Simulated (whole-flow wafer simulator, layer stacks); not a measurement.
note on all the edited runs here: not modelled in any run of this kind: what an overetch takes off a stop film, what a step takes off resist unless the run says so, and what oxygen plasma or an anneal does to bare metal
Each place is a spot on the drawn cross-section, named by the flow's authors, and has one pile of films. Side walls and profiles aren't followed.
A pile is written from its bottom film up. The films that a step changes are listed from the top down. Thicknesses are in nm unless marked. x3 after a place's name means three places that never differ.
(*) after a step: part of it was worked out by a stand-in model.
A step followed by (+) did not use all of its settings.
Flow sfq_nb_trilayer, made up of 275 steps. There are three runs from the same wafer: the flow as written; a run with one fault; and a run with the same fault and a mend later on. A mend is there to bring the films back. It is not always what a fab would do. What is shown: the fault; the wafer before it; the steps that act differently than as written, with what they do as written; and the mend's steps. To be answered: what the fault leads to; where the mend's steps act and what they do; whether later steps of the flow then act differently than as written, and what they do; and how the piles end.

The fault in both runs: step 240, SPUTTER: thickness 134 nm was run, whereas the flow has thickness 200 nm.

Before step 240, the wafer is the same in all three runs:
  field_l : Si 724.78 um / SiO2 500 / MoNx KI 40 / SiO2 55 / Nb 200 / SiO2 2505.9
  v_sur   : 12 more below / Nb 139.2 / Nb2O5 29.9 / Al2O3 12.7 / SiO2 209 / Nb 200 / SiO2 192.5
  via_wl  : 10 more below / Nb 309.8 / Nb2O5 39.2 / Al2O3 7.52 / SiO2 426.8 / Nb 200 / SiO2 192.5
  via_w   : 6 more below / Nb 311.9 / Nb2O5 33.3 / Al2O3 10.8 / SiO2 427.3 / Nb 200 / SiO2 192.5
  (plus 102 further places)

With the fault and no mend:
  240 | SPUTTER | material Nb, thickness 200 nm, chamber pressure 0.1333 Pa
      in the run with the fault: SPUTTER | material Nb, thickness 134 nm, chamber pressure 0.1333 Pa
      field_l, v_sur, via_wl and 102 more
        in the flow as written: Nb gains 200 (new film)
        in the run with the fault: Nb gains 134 (new film)
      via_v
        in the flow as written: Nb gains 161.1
        in the run with the fault: Nb gains 107.8
  Steps later in the flow that act otherwise than as written (3 more steps, not shown, differ only slightly: by at most 2% or 0.5 nm, whichever is larger):
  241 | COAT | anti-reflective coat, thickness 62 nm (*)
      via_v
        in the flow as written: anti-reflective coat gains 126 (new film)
        in the run with the fault: anti-reflective coat gains 122.3 (new film)
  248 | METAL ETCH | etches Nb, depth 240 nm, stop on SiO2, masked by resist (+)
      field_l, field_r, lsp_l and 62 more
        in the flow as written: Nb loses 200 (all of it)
        in the run with the fault: Nb loses 134 (all of it)
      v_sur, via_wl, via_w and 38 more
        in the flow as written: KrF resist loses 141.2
        in the run with the fault: KrF resist loses 118.2
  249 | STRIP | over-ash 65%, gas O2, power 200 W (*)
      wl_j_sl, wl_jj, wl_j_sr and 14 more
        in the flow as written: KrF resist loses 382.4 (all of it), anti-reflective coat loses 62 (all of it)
        in the run with the fault: KrF resist loses 405.3 (all of it), anti-reflective coat loses 62 (all of it)
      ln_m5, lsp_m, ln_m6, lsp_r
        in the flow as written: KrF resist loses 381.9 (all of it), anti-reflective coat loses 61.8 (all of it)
        in the run with the fault: KrF resist loses 404.9 (all of it), anti-reflective coat loses 61.8 (all of it)
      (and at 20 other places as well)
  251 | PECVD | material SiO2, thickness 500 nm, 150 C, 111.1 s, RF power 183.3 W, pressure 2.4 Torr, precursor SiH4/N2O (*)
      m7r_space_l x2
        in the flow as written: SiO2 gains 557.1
        in the run with the fault: SiO2 gains 500
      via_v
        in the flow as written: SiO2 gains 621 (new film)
        in the run with the fault: SiO2 gains 601.2 (new film)
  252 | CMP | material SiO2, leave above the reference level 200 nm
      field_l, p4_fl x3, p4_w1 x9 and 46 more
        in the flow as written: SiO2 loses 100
        in the run with the fault: SiO2 loses 166
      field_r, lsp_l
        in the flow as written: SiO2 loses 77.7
        in the run with the fault: SiO2 loses 151
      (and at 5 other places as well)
  By the end, the piles at field_l, v_sur, via_wl and 103 more depart from the flow's by more than 2% or 0.5 nm, whichever is larger.
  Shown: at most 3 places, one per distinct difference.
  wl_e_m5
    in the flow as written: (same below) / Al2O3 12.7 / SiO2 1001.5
    in the run with the fault: (same below) / Al2O3 12.7 / SiO2 935.5
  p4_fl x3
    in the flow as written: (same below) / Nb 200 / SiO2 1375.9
    in the run with the fault: (same below) / Nb 200 / SiO2 1309.9
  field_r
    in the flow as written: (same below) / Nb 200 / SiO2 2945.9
    in the run with the fault: (same below) / Nb 200 / SiO2 2879.9

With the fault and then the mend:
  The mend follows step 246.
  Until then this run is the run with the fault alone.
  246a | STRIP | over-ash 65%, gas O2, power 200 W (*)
      p4_fl x3, p4_w1 x9, p4_g1 x2 and 46 more
        anti-reflective coat loses 62 (all of it)
      wl_j_sl, wl_jj, wl_j_sr and 14 more
        KrF resist loses 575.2 (all of it), anti-reflective coat loses 62 (all of it)
      field_r, lsp_l, l0_sur, l0v
        anti-reflective coat loses 61.8 (all of it)
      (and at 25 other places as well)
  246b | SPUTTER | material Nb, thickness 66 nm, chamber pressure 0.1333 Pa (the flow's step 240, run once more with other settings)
      field_l, v_sur, via_wl and 102 more
        Nb gains 66
      via_v
        Nb gains 49.7
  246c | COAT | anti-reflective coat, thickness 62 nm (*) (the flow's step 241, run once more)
      p4_fl x3, p4_w1 x9, p4_g1 x2 and 63 more
        anti-reflective coat gains 62 (new film)
      field_r, lsp_l, ln_m5, lsp_m, ln_m6, lsp_r, l0_sur, l0v
        anti-reflective coat gains 61.8 (new film)
      be_r, r_sur, res, r_end, moat
        anti-reflective coat gains 61.7 (new film)
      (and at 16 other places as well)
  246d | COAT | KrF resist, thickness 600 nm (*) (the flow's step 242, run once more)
      p4_fl x3, p4_w1 x9, p4_g1 x2 and 63 more
        KrF resist gains 600 (new film)
      field_r, lsp_l, ln_m5, lsp_m, ln_m6, l0v
        KrF resist gains 599.5 (new film)
      r_end, moat
        KrF resist gains 599.4 (new film)
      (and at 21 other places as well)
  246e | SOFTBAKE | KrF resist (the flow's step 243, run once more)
      leaves every film unchanged at each place that is followed
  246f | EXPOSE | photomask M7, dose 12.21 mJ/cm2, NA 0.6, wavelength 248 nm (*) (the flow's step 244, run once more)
      leaves every film unchanged at each place that is followed
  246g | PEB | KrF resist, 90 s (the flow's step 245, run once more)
      field_l, v_sur, via_wl and 97 more
        KrF resist loses 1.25
      via_w, via_wr, wire, be
        KrF resist loses 1.24
      via_sp
        KrF resist loses 1.23
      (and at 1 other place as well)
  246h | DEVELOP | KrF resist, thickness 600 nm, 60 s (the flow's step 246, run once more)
      p4_fl x3, p4_w1 x9, p4_g1 x2 and 46 more
        KrF resist loses 598.7 (all of it)
      v_sur, via_wl, via_w and 38 more
        KrF resist loses 23.5
      field_r, lsp_l
        KrF resist loses 598.2 (all of it)
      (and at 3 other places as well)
  Every later step of the flow that is run acts as written, at every place that is followed, to within 2% or 0.5 nm, whichever is larger.
  The piles end only slightly different from the flow's at the places that both follow, by no more than 2% or 0.5 nm, whichever is larger.
